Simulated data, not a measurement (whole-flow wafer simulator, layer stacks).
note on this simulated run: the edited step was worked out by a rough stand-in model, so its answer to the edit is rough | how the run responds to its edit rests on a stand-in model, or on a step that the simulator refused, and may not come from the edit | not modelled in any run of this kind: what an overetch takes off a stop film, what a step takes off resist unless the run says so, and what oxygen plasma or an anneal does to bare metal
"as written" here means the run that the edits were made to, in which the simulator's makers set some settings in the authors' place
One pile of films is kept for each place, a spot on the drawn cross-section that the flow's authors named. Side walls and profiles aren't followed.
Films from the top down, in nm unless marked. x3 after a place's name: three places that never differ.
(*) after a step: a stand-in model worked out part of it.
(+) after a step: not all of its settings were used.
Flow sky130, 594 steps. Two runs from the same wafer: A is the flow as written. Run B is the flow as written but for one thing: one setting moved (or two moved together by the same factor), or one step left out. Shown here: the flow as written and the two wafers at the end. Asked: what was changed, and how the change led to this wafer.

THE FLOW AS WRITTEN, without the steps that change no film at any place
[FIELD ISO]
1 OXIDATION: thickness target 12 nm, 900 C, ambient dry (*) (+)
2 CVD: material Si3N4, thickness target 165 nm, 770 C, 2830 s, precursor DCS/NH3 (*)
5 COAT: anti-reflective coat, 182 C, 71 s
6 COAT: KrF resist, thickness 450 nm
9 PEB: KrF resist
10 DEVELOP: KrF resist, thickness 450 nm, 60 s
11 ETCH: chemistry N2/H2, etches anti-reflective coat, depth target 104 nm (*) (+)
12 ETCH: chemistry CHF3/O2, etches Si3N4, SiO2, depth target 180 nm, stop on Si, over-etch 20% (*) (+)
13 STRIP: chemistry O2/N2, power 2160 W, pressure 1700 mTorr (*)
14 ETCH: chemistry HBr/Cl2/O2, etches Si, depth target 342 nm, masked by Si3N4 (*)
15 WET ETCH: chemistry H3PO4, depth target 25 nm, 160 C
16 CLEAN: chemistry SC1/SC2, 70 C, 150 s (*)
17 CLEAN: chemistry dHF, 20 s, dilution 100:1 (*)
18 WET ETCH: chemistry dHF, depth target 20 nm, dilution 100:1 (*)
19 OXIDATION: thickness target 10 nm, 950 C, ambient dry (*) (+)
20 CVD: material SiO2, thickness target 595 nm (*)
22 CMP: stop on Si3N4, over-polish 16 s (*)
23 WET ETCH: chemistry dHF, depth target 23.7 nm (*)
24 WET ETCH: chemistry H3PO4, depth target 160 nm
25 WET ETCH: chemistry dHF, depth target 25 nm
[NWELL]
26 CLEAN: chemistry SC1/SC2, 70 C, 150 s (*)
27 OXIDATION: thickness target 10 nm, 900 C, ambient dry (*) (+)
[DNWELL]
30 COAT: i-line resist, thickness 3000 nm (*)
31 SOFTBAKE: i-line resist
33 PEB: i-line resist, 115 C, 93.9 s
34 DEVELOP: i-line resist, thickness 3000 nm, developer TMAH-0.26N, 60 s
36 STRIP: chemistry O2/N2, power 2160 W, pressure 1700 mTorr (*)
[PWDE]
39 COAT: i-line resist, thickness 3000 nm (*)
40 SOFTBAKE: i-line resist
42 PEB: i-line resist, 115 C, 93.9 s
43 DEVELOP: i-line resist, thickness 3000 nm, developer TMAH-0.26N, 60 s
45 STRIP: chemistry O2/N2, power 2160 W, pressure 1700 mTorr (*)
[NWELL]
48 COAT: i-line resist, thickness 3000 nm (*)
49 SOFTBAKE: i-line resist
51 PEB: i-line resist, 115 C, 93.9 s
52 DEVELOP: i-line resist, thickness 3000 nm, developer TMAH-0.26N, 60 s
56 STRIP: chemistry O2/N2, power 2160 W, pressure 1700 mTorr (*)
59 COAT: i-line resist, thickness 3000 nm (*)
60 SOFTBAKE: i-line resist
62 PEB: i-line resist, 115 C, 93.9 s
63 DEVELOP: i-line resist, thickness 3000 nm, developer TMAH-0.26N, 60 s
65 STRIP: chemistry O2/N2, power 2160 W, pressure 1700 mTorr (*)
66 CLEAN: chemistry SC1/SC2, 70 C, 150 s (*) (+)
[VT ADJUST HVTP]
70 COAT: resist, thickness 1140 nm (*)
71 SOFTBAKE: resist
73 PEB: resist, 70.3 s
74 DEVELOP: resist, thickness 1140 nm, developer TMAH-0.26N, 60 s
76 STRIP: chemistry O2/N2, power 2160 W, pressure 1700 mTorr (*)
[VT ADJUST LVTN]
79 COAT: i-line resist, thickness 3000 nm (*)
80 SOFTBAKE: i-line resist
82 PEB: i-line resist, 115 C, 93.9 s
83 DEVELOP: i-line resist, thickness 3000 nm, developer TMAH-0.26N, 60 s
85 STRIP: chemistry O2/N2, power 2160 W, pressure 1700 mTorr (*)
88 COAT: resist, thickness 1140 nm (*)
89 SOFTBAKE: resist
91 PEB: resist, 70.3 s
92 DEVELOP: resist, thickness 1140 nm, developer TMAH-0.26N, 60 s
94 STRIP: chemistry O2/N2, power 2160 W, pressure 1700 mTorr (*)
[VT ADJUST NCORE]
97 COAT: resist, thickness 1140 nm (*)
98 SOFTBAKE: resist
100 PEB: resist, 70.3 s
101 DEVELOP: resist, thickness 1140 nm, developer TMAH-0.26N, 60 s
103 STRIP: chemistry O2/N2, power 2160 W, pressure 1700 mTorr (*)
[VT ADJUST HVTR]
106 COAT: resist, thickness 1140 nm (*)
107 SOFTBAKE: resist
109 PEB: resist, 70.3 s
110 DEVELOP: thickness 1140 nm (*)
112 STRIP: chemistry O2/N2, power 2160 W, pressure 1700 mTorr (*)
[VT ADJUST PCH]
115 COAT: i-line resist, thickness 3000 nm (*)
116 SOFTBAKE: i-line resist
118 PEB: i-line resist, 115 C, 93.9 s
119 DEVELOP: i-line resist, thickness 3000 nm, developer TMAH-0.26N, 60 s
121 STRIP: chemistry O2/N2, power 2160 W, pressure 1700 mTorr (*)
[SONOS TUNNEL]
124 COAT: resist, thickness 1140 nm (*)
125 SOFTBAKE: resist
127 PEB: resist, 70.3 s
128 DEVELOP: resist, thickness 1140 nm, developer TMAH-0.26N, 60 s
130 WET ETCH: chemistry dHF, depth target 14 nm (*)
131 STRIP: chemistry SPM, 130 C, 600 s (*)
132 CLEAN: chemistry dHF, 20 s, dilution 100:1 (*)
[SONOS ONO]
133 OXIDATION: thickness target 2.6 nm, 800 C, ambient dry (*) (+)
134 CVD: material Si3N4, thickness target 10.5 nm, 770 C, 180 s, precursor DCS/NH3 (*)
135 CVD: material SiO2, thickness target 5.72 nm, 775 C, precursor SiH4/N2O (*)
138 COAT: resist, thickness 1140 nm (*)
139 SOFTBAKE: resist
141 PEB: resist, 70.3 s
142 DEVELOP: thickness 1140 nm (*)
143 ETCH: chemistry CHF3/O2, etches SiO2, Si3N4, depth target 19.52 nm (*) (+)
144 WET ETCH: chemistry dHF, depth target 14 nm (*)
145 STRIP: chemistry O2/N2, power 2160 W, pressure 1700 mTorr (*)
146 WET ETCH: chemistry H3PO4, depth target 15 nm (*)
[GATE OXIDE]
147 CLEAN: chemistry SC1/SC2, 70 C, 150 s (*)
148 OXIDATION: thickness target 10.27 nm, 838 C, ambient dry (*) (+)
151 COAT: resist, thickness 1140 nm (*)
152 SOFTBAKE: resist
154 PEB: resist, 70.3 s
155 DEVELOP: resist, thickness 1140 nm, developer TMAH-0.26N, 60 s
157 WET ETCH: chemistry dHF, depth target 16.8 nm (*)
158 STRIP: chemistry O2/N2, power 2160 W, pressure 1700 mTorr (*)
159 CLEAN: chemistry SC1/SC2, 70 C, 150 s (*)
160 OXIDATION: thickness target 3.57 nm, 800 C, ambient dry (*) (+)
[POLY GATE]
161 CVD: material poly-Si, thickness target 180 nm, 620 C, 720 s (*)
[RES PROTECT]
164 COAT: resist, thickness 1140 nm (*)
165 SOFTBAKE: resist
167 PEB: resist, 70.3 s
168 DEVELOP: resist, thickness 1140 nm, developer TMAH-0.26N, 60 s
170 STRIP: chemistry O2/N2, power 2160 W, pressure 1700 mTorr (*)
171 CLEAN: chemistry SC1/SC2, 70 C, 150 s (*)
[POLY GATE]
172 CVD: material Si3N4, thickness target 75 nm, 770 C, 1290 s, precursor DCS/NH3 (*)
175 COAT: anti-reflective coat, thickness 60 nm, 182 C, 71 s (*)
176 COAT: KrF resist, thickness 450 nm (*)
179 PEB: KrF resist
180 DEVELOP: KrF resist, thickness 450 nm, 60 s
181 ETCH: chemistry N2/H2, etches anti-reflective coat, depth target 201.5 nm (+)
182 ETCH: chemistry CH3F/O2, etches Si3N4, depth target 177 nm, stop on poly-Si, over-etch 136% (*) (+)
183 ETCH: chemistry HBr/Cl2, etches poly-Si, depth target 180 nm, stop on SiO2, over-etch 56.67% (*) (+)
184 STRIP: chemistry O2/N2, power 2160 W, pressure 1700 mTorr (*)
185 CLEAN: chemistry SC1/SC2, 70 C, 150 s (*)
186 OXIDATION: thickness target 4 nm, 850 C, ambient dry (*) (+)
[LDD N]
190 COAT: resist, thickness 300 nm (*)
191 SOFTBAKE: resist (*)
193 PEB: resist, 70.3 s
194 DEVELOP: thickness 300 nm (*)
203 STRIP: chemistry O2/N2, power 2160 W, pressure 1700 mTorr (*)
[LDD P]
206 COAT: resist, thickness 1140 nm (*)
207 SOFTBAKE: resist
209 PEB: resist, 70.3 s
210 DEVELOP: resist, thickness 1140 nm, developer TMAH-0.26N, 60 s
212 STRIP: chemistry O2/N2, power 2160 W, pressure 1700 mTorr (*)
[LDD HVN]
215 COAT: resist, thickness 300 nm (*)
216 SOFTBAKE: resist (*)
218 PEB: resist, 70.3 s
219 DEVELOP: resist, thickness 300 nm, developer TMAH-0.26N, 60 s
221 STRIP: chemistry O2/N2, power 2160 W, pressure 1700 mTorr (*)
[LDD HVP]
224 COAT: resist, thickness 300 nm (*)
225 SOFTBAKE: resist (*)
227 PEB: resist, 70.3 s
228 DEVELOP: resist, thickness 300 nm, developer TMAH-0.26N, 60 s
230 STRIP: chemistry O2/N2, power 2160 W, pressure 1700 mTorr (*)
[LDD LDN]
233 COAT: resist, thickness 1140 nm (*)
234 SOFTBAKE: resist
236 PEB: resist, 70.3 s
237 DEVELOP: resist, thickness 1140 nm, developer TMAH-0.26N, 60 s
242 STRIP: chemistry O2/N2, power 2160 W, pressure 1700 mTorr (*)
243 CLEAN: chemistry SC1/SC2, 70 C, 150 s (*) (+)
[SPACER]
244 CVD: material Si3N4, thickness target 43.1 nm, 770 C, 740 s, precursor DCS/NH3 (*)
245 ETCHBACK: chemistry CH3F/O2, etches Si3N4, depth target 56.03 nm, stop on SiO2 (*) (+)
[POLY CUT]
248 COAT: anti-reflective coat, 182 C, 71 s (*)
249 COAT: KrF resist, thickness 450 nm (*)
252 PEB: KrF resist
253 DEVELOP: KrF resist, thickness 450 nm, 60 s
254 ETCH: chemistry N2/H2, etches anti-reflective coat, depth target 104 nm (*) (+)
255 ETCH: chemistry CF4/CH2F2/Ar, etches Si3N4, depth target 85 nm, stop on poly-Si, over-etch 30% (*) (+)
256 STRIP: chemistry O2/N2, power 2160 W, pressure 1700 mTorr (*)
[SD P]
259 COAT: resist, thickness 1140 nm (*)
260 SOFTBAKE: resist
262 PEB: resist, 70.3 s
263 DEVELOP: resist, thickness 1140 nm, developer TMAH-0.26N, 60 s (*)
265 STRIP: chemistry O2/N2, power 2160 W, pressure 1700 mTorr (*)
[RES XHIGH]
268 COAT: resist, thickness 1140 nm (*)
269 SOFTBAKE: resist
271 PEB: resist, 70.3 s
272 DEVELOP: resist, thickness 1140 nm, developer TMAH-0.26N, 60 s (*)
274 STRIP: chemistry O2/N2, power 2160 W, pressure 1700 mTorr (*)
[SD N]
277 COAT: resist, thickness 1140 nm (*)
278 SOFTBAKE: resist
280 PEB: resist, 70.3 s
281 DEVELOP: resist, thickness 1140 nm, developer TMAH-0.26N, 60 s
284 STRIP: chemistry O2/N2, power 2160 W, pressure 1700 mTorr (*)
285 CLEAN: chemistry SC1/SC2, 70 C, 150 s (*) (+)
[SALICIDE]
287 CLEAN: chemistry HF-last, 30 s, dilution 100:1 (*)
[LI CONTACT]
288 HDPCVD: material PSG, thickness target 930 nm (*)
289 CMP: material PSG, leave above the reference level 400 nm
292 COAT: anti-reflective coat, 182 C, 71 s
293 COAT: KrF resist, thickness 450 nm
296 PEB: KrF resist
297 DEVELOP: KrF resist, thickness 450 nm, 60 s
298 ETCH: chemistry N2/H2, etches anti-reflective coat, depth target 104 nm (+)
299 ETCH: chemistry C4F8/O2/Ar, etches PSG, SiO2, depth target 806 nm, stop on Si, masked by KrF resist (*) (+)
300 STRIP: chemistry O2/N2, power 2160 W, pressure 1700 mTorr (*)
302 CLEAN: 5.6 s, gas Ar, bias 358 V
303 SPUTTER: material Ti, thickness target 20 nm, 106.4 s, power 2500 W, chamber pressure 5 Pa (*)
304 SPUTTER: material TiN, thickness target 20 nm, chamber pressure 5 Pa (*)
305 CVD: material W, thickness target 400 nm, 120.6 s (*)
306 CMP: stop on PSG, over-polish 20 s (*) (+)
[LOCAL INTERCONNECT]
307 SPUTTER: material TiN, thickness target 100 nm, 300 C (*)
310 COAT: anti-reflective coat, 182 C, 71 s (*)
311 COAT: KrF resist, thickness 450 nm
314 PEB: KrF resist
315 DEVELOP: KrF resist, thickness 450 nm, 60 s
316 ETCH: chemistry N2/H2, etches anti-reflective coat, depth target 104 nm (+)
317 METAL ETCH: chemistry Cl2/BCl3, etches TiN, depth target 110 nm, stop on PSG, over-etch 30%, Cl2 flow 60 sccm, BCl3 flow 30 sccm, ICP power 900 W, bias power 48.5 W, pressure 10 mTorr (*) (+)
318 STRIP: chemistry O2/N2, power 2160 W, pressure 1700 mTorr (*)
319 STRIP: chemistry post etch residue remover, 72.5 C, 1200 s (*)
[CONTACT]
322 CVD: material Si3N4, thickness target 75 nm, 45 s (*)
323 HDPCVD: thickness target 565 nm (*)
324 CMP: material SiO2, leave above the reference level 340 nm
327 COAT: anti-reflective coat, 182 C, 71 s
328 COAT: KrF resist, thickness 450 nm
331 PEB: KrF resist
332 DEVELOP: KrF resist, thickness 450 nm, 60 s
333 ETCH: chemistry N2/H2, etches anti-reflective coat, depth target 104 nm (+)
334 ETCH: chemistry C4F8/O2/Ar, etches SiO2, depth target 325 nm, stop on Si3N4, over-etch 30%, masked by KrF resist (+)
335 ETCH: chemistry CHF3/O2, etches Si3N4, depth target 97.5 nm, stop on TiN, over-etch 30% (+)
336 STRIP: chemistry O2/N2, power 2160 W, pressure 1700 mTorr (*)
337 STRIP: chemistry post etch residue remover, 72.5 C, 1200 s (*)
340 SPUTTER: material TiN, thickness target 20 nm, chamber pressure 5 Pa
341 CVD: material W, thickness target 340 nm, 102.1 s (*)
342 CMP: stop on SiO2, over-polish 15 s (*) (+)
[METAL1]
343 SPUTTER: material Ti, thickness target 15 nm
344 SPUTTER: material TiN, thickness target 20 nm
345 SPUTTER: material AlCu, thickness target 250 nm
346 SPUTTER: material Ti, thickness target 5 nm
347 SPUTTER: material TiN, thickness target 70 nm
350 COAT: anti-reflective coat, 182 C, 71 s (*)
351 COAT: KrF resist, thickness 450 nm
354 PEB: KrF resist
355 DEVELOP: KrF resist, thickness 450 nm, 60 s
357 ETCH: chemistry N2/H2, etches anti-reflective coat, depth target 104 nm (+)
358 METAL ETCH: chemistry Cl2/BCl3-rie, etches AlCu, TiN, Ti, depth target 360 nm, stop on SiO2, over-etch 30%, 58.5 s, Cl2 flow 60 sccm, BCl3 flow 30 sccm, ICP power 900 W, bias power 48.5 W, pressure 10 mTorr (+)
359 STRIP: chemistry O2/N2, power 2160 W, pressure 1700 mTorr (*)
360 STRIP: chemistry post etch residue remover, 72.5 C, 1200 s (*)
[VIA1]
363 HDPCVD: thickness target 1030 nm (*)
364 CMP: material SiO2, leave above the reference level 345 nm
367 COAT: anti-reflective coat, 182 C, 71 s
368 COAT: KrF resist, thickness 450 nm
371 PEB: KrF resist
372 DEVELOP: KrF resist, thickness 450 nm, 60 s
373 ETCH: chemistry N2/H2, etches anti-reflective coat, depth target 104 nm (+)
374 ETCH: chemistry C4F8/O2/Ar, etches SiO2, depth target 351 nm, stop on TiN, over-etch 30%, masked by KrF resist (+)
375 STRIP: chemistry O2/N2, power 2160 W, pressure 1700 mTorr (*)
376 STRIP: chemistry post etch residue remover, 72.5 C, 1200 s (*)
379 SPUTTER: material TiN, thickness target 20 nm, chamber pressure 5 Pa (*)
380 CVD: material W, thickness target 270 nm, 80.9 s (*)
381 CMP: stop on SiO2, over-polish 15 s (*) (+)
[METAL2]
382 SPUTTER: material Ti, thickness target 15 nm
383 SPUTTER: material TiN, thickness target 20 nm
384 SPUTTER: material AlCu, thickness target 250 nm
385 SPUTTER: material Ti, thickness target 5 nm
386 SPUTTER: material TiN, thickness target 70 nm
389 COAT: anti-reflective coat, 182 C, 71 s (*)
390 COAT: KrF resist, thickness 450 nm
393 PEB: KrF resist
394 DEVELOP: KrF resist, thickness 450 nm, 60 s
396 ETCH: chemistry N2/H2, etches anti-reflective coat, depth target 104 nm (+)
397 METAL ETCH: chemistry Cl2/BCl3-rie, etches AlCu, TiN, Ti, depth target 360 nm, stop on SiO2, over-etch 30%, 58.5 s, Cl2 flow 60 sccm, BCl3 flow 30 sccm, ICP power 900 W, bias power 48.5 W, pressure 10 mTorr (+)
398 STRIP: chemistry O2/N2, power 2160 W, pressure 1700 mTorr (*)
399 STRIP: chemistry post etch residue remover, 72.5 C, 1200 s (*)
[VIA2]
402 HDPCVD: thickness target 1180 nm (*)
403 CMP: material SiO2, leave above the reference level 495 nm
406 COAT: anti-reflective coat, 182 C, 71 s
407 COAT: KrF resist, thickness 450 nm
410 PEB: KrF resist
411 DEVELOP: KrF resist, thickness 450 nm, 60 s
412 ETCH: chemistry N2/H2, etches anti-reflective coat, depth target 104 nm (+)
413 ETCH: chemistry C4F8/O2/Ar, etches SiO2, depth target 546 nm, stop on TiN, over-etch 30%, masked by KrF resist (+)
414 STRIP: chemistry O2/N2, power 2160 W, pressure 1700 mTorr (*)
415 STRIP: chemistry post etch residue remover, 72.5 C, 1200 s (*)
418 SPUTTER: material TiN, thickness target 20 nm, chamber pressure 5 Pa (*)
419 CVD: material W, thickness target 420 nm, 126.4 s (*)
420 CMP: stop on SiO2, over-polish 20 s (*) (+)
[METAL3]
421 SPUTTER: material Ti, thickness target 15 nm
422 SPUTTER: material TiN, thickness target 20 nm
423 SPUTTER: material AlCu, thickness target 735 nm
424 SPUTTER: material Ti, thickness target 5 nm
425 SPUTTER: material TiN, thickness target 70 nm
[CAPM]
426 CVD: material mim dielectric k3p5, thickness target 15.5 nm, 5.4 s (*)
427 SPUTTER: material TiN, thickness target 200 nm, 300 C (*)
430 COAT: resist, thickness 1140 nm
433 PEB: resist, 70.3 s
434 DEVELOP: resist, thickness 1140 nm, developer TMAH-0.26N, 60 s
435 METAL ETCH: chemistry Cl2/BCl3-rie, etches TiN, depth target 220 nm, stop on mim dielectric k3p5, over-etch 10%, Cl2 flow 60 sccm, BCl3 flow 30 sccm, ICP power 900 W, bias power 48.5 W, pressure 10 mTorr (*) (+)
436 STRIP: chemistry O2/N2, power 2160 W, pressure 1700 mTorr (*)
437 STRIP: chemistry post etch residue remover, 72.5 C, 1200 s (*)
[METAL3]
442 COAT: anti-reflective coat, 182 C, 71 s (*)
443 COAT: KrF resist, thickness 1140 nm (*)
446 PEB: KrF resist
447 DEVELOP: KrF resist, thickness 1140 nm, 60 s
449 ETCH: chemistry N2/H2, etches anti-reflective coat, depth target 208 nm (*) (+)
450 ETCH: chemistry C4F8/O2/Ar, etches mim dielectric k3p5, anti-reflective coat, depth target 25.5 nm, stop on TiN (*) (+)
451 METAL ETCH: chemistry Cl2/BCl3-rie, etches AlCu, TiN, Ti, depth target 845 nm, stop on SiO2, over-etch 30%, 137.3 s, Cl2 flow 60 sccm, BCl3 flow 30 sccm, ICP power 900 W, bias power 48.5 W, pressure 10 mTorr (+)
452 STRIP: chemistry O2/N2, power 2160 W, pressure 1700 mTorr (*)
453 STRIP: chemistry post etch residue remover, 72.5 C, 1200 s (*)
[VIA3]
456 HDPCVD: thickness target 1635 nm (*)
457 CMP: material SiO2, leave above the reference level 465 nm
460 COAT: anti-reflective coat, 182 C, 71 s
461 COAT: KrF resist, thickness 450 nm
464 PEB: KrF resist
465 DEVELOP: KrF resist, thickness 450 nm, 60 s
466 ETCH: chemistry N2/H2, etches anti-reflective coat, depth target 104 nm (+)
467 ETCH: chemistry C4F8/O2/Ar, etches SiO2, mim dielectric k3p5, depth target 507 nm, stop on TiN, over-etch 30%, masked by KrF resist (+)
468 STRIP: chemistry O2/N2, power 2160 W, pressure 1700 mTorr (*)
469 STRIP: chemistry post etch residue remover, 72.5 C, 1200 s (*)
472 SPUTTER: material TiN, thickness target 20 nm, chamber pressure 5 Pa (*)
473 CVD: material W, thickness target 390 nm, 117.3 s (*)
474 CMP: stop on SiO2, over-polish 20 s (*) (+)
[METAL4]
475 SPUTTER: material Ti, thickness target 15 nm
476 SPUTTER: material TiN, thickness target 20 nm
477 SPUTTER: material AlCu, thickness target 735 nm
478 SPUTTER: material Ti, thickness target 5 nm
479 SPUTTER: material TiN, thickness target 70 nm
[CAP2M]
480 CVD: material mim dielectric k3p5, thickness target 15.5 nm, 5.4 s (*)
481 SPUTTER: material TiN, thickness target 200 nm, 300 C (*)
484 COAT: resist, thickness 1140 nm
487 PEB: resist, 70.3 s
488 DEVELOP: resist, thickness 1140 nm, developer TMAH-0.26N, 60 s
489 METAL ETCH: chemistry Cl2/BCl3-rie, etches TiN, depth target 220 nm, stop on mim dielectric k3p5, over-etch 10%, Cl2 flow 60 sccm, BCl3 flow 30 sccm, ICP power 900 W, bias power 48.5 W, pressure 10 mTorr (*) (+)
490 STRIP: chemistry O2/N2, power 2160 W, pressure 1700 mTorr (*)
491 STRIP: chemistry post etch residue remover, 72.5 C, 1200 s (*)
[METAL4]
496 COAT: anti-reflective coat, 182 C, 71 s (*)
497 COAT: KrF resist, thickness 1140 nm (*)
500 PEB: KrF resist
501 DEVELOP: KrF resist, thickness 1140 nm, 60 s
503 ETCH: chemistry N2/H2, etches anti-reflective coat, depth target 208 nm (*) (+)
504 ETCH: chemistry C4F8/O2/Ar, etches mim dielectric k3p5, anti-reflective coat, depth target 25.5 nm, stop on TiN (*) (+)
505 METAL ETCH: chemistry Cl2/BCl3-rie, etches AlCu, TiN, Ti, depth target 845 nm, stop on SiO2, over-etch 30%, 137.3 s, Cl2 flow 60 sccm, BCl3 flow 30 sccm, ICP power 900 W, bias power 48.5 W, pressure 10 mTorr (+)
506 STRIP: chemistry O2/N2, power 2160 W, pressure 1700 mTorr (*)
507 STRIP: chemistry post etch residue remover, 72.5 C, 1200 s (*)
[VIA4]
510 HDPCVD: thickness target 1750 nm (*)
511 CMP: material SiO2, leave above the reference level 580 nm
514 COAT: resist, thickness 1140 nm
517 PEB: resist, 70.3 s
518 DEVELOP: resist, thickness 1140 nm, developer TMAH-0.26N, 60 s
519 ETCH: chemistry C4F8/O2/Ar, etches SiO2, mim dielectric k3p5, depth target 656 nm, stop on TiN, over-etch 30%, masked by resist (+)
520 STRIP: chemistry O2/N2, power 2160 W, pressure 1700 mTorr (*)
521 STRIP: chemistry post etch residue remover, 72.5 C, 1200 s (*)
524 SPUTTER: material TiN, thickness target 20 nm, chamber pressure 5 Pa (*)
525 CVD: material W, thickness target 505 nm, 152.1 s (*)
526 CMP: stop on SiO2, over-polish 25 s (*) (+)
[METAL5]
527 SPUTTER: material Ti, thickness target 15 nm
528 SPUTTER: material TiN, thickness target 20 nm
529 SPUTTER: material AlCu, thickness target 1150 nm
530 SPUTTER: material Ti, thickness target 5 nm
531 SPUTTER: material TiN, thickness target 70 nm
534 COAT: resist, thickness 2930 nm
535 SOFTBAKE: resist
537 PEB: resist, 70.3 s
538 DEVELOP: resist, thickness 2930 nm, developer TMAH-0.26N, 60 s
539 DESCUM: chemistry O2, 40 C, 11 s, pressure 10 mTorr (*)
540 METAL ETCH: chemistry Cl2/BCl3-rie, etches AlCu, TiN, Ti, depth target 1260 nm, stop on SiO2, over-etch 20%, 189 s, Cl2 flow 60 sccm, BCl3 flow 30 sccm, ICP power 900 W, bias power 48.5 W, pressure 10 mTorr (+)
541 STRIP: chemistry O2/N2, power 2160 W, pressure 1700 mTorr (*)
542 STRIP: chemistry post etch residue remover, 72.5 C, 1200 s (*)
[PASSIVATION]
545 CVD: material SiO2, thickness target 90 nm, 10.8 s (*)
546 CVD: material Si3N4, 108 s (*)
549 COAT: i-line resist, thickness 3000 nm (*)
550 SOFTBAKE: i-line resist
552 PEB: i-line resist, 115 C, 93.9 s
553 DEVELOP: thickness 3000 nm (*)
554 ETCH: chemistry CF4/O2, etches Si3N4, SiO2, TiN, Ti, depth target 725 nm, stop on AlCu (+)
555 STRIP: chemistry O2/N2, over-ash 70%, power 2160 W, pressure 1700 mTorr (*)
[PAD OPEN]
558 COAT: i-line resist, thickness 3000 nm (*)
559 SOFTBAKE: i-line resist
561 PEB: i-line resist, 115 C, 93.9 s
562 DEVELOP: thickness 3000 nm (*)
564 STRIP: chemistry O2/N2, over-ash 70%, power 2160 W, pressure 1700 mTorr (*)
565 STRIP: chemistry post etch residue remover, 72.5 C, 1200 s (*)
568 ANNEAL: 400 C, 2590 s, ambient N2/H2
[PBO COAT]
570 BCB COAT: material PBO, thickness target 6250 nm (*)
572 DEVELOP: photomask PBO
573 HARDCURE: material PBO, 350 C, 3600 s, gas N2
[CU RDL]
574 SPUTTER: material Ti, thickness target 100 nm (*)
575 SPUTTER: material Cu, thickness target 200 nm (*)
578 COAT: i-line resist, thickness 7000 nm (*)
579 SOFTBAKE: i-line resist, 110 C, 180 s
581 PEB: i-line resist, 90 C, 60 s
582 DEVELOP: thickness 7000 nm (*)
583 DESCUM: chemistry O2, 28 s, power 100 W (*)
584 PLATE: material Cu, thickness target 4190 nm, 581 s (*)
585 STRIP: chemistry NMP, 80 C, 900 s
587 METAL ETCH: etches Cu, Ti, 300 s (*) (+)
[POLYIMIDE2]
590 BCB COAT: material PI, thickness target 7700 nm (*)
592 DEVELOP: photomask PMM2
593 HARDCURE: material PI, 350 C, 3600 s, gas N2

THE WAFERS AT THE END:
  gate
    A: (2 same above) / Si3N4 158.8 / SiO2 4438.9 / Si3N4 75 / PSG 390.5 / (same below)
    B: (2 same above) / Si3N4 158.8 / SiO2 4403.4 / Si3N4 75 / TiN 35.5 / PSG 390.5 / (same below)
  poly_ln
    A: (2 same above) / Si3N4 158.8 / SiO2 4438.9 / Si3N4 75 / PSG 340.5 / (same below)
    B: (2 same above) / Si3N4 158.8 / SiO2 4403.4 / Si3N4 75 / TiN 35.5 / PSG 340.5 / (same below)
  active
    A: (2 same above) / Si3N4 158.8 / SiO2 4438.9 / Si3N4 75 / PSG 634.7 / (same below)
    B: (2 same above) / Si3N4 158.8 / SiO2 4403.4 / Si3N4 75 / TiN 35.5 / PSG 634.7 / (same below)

The cause: step 317, METAL ETCH: depth target 62.7 nm was run, where the flow has depth target 110 nm.

How the change led to this, step by step:
  317 METAL ETCH: chemistry Cl2/BCl3, etches TiN, depth target 110 nm, stop on PSG, over-etch 30%, Cl2 flow 60 sccm, BCl3 flow 30 sccm, ICP power 900 W, bias power 48.5 W, pressure 10 mTorr (*) (+)
      field, active, gate and 88 more: A TiN -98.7 (all of it) | B TiN -62.7
      n_well, p_well, gate_hv and 97 more: A KrF resist -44 | B KrF resist -25.1
  318 STRIP: chemistry O2/N2, power 2160 W, pressure 1700 mTorr (*)
      n_well, p_well, gate_hv and 88 more: A KrF resist -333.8 (all of it), anti-reflective coat -80 (all of it) | B KrF resist -352.7 (all of it), anti-reflective coat -80 (all of it)
      drift_dnw, nw_fld, nw_fld__w1, ndiff_licon_rim, pnp_par_nw: A KrF resist -333.8 (all of it), anti-reflective coat -80 (all of it) | B KrF resist -352.8 (all of it), anti-reflective coat -80 (all of it)
      (and at 4 more places)
  324 CMP: material SiO2, leave above the reference level 340 nm
      field, active, gate and 88 more: A SiO2 -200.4 | B SiO2 -236
Counting metal films that touch as one body, gate has 1 body; the flow as written gives 0 bodies.
Counting metal films that touch as one body, poly_ln has 1 body; the flow as written gives 0 bodies.
Counting metal films that touch as one body, active has 1 body; the flow as written gives 0 bodies.
